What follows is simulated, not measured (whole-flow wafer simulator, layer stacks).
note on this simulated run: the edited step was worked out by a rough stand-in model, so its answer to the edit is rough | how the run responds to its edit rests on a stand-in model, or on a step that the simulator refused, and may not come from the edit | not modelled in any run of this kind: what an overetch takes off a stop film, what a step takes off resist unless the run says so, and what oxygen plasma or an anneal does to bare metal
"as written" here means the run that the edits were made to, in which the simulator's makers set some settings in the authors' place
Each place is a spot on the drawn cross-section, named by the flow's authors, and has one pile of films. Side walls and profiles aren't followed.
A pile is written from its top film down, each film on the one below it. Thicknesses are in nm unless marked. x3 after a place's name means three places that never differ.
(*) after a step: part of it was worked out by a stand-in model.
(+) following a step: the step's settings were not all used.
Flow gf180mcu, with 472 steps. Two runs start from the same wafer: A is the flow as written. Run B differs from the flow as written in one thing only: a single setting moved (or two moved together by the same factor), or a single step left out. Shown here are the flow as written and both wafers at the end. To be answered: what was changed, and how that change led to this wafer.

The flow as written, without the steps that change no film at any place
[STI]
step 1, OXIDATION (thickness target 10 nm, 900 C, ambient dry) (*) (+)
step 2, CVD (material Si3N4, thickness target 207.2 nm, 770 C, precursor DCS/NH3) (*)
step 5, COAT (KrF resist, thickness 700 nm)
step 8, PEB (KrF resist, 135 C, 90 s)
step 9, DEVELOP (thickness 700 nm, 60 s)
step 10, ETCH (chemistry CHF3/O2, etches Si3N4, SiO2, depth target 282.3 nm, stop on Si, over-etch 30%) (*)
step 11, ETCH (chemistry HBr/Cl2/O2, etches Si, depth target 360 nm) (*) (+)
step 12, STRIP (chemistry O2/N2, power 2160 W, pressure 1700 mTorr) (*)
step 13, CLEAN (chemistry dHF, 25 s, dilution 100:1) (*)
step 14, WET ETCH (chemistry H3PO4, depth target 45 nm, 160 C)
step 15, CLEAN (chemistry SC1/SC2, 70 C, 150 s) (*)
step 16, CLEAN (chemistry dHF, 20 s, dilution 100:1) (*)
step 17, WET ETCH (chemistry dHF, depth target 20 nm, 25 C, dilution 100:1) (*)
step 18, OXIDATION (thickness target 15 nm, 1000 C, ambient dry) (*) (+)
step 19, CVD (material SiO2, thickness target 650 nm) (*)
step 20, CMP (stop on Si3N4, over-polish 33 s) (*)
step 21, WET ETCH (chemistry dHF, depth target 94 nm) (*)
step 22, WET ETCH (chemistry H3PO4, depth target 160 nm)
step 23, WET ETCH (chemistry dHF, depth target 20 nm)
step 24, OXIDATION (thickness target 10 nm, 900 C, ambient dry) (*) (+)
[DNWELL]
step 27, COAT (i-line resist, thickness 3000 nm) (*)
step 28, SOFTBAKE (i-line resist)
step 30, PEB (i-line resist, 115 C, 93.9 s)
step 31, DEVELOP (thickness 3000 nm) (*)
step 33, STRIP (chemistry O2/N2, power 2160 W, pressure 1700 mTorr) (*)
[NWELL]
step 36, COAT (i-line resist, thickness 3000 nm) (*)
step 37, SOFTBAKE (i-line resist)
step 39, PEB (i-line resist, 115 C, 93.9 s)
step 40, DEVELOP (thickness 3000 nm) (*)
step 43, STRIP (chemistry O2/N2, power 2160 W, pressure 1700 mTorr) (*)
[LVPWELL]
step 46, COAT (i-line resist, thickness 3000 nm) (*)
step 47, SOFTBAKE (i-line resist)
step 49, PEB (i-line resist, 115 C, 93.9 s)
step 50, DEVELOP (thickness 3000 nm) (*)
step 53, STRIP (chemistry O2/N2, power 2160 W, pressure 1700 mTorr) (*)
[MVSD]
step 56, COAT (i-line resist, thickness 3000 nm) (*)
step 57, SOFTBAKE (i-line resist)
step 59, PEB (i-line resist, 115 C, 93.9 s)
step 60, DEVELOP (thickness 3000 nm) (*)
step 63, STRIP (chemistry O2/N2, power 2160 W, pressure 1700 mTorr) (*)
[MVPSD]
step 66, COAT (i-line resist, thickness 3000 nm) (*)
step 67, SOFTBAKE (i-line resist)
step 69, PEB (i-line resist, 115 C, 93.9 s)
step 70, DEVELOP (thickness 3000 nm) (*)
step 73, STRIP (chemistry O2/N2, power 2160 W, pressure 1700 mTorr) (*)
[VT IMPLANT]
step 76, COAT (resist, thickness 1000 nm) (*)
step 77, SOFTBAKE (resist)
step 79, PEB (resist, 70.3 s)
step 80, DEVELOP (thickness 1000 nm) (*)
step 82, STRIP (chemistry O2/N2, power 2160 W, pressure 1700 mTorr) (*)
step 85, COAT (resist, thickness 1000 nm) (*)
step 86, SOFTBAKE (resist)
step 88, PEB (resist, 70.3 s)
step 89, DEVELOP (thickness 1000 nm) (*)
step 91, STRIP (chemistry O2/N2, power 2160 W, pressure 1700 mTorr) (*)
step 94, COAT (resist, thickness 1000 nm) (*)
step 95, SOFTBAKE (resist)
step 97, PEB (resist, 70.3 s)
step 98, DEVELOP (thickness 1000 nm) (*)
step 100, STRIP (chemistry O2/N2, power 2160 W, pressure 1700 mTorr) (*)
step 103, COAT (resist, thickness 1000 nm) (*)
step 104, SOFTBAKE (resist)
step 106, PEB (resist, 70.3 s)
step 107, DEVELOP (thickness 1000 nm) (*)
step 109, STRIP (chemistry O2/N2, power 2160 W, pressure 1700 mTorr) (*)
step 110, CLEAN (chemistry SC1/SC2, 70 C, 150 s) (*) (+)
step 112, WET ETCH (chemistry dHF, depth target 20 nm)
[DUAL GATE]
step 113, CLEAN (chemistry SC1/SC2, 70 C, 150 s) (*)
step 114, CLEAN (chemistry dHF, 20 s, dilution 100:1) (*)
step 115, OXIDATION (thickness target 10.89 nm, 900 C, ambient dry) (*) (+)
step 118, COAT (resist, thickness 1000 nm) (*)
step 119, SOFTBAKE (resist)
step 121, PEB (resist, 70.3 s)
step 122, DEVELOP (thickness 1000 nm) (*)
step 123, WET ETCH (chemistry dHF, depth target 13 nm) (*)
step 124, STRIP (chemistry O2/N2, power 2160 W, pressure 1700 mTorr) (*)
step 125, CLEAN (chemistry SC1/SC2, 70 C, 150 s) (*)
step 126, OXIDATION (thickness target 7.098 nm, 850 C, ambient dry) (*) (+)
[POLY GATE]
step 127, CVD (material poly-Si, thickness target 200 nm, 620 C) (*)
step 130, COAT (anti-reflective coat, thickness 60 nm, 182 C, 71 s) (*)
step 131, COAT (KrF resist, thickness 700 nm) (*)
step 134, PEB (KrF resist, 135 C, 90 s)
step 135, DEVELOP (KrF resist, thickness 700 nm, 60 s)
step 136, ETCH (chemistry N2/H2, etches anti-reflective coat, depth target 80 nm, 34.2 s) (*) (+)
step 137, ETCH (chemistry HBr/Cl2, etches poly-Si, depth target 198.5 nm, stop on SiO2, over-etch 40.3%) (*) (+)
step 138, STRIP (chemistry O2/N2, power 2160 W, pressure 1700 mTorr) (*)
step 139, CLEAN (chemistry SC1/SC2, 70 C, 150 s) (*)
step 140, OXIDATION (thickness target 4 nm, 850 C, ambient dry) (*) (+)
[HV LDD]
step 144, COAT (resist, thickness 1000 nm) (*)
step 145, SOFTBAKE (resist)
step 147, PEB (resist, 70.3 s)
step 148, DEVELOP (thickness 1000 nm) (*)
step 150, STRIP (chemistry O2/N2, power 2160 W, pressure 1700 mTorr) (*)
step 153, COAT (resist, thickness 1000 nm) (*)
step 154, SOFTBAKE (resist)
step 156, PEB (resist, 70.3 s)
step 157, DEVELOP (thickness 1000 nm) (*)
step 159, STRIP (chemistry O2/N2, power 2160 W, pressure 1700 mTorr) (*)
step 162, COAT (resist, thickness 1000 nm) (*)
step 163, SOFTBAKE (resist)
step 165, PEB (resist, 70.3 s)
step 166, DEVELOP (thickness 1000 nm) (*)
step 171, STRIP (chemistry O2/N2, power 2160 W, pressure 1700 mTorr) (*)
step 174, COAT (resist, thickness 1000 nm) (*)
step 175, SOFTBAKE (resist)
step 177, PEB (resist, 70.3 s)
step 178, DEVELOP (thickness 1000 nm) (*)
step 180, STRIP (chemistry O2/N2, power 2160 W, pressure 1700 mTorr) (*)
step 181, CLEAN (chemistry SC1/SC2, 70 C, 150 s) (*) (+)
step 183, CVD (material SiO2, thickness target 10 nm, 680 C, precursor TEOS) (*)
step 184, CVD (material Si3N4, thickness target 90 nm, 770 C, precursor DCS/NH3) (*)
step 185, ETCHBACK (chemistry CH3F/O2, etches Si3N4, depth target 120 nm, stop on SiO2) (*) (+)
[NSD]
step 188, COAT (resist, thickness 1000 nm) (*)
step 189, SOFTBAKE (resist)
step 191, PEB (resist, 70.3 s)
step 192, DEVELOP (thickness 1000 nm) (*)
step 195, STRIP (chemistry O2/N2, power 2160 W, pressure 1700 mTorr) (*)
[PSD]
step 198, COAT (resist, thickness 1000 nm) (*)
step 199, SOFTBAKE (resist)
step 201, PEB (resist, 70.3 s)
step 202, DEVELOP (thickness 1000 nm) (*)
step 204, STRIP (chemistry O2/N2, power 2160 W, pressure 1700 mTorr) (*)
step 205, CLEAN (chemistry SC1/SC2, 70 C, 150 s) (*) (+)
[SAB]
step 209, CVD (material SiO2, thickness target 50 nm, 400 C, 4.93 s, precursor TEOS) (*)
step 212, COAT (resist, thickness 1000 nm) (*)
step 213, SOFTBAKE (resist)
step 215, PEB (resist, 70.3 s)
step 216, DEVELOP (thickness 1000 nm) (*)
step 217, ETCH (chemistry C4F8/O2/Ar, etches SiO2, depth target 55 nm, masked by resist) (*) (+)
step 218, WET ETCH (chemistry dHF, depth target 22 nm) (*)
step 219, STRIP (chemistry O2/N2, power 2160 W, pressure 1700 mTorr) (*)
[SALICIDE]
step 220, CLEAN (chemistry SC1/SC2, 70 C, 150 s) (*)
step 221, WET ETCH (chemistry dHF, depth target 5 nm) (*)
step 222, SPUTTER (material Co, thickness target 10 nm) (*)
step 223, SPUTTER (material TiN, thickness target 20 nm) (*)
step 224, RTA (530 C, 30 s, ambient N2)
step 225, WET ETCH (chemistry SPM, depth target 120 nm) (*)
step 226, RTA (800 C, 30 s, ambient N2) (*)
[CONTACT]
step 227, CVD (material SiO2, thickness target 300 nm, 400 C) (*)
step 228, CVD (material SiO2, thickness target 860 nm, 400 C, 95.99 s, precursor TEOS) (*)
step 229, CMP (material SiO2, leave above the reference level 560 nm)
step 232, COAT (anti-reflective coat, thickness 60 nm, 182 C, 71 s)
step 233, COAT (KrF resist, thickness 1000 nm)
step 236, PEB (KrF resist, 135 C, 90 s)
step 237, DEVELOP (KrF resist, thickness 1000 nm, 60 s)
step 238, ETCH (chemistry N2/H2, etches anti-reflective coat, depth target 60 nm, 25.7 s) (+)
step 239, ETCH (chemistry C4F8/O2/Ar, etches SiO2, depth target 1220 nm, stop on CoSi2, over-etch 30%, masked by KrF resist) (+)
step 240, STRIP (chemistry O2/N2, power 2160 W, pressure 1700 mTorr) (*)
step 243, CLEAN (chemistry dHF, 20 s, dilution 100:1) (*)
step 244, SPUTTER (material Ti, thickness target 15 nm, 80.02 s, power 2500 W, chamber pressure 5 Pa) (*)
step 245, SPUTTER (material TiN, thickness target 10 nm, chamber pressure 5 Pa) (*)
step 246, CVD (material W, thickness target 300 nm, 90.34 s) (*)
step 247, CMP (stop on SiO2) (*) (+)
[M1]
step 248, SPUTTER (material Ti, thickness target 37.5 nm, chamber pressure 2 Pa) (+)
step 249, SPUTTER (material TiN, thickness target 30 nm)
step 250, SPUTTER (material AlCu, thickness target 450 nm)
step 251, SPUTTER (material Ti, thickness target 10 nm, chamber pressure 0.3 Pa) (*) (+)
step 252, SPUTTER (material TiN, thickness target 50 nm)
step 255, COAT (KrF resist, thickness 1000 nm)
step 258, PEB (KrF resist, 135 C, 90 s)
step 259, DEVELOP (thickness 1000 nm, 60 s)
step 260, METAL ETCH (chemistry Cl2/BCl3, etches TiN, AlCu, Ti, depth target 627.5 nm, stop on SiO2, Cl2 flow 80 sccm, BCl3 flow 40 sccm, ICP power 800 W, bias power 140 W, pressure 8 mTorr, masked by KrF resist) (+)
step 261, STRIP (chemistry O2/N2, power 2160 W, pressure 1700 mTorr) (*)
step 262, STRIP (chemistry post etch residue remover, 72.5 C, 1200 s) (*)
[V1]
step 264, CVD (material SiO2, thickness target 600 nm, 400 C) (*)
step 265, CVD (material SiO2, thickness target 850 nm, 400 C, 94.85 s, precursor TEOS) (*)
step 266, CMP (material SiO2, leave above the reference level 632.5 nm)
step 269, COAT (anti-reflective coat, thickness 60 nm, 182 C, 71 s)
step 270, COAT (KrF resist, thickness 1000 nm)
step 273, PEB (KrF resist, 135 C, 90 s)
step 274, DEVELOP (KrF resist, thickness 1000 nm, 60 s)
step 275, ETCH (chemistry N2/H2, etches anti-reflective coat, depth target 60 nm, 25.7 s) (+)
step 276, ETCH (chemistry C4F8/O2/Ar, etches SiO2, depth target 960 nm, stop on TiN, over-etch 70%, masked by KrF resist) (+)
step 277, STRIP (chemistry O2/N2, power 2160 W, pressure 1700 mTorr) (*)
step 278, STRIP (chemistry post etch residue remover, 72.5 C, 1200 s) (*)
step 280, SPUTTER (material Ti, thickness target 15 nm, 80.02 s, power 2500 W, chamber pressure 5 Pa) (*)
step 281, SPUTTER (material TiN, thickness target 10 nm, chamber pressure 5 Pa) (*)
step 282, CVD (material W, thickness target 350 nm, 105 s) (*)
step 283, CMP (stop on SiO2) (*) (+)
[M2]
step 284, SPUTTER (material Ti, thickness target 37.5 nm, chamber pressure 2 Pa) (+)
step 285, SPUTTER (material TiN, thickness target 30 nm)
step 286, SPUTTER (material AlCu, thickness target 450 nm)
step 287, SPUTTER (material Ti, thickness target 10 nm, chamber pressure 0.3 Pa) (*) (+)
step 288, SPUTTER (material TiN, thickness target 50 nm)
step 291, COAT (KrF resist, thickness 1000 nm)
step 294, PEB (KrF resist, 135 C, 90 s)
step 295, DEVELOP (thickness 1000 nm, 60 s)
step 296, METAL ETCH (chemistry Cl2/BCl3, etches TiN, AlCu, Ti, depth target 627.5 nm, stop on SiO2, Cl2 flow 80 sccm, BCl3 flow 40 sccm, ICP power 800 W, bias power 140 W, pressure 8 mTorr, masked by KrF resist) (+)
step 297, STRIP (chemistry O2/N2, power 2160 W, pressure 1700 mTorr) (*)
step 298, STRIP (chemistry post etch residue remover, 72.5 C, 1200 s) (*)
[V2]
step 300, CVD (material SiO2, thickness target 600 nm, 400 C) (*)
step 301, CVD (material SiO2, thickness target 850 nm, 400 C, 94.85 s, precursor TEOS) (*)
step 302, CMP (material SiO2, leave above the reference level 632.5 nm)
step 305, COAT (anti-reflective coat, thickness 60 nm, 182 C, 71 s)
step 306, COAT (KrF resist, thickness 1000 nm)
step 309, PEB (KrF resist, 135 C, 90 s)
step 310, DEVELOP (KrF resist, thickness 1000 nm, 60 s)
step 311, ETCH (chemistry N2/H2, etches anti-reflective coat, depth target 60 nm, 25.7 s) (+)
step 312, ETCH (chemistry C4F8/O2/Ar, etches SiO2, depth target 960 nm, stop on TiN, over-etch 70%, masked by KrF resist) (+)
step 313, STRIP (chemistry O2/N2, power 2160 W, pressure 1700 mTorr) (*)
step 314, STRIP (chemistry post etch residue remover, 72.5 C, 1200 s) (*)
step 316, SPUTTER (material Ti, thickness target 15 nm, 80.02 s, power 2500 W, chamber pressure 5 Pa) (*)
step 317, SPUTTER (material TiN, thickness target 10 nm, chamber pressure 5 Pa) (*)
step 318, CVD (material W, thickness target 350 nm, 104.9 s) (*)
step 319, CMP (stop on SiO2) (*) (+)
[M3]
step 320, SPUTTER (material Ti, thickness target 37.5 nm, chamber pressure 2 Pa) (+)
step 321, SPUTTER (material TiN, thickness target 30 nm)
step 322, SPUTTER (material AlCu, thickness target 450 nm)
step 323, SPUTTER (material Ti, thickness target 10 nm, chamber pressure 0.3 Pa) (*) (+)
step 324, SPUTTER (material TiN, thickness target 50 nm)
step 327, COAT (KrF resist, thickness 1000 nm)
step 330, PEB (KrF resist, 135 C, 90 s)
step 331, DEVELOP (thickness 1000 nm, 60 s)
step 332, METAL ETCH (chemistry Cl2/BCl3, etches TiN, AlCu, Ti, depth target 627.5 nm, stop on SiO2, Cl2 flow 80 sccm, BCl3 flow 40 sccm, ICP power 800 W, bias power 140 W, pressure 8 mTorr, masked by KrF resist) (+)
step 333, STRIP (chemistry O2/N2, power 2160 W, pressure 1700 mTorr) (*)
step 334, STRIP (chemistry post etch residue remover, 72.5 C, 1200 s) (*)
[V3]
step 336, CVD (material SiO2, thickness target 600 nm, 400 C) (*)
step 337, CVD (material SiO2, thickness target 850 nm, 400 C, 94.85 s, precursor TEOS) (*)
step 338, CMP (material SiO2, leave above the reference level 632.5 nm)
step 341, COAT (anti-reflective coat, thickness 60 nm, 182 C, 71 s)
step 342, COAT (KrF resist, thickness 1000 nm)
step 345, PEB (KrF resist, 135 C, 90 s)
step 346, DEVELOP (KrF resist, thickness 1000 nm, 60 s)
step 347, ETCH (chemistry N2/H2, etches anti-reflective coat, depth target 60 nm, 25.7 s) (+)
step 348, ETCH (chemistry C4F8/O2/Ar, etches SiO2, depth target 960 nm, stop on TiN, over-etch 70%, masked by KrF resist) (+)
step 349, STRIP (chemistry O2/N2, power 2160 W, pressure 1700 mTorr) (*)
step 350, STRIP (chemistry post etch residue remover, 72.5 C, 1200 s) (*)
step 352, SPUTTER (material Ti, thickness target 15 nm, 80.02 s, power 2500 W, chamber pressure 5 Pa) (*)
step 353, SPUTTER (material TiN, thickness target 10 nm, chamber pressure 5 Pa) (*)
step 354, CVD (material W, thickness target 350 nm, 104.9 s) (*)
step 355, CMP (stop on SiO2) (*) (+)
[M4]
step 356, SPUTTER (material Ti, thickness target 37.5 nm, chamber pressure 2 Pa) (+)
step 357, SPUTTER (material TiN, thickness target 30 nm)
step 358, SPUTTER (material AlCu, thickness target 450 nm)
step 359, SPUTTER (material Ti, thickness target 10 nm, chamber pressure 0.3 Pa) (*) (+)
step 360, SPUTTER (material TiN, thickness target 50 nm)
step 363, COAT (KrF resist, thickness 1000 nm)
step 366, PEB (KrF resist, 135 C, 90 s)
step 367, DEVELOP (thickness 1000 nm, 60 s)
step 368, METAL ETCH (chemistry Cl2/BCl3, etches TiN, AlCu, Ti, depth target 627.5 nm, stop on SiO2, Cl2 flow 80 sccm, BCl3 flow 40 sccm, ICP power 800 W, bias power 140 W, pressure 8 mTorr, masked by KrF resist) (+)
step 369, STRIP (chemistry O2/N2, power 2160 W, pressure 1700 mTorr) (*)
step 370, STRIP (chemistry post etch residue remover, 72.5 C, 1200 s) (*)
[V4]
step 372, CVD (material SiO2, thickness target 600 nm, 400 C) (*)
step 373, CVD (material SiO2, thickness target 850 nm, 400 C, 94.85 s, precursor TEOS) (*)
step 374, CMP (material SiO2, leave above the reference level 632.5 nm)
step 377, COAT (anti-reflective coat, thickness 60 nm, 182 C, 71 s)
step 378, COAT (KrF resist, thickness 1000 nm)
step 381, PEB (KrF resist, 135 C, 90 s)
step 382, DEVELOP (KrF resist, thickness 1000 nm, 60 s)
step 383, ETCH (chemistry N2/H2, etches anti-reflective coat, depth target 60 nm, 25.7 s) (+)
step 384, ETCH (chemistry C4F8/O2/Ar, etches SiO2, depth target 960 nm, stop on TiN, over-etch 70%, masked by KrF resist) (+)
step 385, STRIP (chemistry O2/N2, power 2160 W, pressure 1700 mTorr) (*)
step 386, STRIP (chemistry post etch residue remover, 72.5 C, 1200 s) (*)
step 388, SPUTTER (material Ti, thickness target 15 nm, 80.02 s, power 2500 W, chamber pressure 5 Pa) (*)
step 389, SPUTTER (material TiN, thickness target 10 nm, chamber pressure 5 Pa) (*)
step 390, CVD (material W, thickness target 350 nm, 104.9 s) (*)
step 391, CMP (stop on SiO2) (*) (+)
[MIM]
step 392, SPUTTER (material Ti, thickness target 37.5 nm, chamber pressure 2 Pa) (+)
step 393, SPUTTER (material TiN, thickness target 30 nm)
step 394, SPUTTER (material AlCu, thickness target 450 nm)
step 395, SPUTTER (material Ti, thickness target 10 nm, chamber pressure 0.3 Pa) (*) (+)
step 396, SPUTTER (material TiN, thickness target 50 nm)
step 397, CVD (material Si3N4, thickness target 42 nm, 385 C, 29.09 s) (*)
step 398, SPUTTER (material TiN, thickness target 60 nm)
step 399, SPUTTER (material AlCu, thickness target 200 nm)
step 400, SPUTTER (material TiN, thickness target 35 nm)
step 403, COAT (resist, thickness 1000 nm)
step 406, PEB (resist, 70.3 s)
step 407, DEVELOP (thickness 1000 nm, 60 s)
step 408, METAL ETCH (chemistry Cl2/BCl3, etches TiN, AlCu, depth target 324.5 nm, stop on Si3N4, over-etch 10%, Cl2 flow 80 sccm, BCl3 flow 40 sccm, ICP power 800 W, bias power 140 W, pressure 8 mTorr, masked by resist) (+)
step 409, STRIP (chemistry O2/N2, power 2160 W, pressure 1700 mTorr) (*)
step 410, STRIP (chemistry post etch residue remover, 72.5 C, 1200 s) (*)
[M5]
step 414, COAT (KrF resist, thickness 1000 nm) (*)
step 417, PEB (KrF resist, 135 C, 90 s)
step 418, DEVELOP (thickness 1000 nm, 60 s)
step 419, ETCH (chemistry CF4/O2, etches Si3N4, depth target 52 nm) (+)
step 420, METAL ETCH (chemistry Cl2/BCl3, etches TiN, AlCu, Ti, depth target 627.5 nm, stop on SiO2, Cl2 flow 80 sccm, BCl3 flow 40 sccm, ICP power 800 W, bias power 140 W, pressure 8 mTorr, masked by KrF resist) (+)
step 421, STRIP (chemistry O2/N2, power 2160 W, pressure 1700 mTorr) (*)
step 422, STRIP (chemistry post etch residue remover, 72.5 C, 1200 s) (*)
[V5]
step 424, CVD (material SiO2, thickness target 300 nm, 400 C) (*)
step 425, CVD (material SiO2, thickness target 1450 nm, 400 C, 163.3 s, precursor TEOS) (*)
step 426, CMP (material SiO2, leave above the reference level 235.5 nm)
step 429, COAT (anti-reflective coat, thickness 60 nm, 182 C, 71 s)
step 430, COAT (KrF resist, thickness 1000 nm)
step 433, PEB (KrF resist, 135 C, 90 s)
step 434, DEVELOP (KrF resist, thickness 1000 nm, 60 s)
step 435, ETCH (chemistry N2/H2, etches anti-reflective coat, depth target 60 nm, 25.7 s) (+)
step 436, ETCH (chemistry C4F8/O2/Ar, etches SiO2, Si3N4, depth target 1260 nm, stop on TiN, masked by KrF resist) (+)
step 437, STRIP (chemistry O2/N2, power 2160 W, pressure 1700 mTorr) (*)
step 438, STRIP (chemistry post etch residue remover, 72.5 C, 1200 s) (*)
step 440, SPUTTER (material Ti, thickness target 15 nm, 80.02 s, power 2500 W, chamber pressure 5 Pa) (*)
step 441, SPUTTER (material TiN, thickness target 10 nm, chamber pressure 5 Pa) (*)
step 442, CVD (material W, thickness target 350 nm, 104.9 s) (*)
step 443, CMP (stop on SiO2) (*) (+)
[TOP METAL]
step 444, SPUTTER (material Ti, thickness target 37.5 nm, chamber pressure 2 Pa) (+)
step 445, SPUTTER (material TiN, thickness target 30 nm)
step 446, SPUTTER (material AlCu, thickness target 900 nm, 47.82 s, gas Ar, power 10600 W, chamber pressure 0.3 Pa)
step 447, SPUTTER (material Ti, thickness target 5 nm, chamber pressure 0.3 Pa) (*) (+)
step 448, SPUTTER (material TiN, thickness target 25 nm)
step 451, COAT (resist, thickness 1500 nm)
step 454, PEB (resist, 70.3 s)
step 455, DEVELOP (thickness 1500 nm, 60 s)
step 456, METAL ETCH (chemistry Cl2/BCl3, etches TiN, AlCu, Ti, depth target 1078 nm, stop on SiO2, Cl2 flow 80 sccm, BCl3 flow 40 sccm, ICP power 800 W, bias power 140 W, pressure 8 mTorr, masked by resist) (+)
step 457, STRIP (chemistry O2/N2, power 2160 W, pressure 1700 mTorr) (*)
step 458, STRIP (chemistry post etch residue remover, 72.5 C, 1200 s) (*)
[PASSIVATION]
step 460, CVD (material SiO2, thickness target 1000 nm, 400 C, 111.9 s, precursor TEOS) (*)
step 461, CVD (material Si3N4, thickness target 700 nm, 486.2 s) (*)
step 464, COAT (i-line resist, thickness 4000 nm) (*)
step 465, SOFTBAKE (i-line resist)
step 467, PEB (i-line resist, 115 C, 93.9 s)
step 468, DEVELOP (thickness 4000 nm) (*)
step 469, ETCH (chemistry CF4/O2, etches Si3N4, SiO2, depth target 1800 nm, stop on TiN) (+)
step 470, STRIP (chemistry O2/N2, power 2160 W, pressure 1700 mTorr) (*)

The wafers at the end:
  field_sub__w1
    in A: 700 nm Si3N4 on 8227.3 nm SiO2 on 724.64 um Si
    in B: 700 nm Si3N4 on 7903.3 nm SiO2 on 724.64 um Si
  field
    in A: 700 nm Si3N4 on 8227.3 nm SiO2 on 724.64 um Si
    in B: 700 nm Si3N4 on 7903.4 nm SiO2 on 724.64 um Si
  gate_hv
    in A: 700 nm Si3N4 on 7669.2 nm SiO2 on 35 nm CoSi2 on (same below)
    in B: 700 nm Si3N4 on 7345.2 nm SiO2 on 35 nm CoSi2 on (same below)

What caused this: step 460, CVD: thickness target 670 nm was run, though the flow has thickness target 1000 nm; step 460, CVD: 75 s was run, where the flow has 111.9 s.

How this came from the change, step by step:
  step 460, CVD (material SiO2, thickness target 1000 nm, 400 C, 111.9 s, precursor TEOS) (*)
      field, field__w1, field__w2 and 103 more: A +1000 SiO2 | B +676.1 SiO2
      field__w8, contact, m1, m1__w1, pad, m1_nw: A +1000 SiO2 (new film) | B +676.1 SiO2 (new film)
  step 465, SOFTBAKE (i-line resist)
      gate: A +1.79 i-line resist | B -0.33 i-line resist
      ld_acc_p, ld_fp_p, ld_drift_p: A +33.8 i-line resist | B +27 i-line resist
      (as well as at 57 more places)
  step 469, ETCH (chemistry CF4/O2, etches Si3N4, SiO2, depth target 1800 nm, stop on TiN) (+)
      pad: A -700 Si3N4 (all of it), -1000 SiO2 (all of it) | B -700 Si3N4 (all of it), -676.1 SiO2 (all of it)
